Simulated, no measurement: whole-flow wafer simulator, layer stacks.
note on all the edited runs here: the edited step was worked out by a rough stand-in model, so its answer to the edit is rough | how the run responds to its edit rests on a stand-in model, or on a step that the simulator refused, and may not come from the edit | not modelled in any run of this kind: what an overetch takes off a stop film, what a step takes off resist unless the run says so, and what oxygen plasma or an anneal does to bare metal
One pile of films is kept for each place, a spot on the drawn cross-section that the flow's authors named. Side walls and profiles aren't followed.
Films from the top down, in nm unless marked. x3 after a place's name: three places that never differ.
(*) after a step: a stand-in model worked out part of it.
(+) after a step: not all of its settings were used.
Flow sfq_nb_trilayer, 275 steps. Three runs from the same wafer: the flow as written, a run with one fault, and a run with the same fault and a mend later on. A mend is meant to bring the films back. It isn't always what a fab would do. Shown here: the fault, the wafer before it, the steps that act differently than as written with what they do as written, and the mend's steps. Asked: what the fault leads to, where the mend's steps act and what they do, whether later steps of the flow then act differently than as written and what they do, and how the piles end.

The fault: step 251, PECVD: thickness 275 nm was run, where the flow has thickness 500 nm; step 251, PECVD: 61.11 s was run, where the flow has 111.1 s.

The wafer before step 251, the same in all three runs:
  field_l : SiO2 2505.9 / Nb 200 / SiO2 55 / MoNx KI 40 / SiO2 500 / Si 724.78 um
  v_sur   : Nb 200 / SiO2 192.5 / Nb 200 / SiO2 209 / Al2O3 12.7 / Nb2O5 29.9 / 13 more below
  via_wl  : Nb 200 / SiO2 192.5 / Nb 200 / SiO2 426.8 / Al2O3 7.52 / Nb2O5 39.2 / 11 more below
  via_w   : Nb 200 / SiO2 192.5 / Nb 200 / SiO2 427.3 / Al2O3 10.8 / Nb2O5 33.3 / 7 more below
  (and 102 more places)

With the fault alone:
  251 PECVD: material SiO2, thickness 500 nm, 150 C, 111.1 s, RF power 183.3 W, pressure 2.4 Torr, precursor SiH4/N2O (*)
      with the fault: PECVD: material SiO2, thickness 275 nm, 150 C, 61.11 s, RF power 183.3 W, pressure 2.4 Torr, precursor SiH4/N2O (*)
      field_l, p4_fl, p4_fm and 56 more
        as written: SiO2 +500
        with the fault: SiO2 +275
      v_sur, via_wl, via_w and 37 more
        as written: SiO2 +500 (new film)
        with the fault: SiO2 +275 (new film)
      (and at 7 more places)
  Later steps of the flow that act differently than as written (3 more steps differ only slightly, by at most 2% or 0.5 nm, whichever is larger, and aren't shown):
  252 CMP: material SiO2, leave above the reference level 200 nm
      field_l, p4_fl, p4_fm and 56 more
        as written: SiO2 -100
        with the fault: nothing
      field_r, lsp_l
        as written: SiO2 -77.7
        with the fault: nothing
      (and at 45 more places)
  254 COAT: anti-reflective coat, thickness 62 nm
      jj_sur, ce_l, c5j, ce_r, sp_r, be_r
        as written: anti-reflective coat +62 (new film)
        with the fault: anti-reflective coat +56.3 (new film)
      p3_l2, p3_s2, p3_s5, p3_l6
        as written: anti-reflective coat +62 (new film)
        with the fault: anti-reflective coat +63.6 (new film)
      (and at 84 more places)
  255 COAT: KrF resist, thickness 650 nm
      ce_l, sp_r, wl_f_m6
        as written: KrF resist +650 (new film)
        with the fault: KrF resist +627.1 (new film)
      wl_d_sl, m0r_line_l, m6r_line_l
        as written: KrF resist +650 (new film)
        with the fault: KrF resist +674.9 (new film)
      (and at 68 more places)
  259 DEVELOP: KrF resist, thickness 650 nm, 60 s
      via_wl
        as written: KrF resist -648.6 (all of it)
        with the fault: KrF resist -605.3 (all of it)
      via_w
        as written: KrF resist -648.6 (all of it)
        with the fault: KrF resist -612 (all of it)
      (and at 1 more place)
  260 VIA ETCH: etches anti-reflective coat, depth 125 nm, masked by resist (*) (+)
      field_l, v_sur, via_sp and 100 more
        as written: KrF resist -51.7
        with the fault: KrF resist -45.4
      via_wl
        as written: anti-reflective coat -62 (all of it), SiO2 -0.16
        with the fault: anti-reflective coat -54.3 (all of it), SiO2 -0.14
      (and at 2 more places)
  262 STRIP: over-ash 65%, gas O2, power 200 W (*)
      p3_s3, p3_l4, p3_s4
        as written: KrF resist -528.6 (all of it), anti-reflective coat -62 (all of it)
        with the fault: KrF resist -539 (all of it), anti-reflective coat -63.4 (all of it)
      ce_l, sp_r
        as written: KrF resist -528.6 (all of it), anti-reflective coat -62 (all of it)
        with the fault: KrF resist -512.1 (all of it), anti-reflective coat -56.3 (all of it)
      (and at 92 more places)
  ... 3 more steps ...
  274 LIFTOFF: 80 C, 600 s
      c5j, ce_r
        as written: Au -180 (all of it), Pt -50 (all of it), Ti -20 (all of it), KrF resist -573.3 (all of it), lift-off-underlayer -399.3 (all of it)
        with the fault: Au -180 (all of it), Pt -50 (all of it), Ti -20 (all of it), KrF resist -558.8 (all of it), lift-off-underlayer -379.1 (all of it)
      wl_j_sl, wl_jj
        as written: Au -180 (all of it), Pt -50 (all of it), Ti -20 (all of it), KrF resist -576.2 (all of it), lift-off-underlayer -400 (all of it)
        with the fault: Au -180 (all of it), Pt -50 (all of it), Ti -20 (all of it), KrF resist -566.3 (all of it), lift-off-underlayer -390.6 (all of it)
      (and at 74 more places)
  At the end the piles differ from the flow's by more than 2% or 0.5 nm, whichever is larger, at field_l, via_v, field_r and 63 more.
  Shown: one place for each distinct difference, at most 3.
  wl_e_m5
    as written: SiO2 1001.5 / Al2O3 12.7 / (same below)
    with the fault: SiO2 876.5 / Al2O3 12.7 / (same below)
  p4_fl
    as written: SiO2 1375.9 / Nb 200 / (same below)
    with the fault: SiO2 1250.9 / Nb 200 / (same below)
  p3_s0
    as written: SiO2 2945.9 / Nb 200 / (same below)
    with the fault: SiO2 2820.9 / Nb 200 / (same below)

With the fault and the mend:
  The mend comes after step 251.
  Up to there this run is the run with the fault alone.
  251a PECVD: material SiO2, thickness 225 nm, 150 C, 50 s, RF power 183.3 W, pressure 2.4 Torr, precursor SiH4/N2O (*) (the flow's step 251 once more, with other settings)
      field_l, v_sur, via_wl and 98 more
        SiO2 +225
      field_r, lsp_l
        SiO2 +215.9
      l0_sur, l0v
        SiO2 +219.9
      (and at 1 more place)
  Later steps of the flow that act differently than as written:
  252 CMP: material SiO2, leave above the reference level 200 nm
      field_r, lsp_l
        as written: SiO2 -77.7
        with the mend: SiO2 -80.1
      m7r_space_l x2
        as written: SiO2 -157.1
        with the mend: SiO2 -100
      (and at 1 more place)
  At the end the piles are the same as the flow's at every place that both follow.
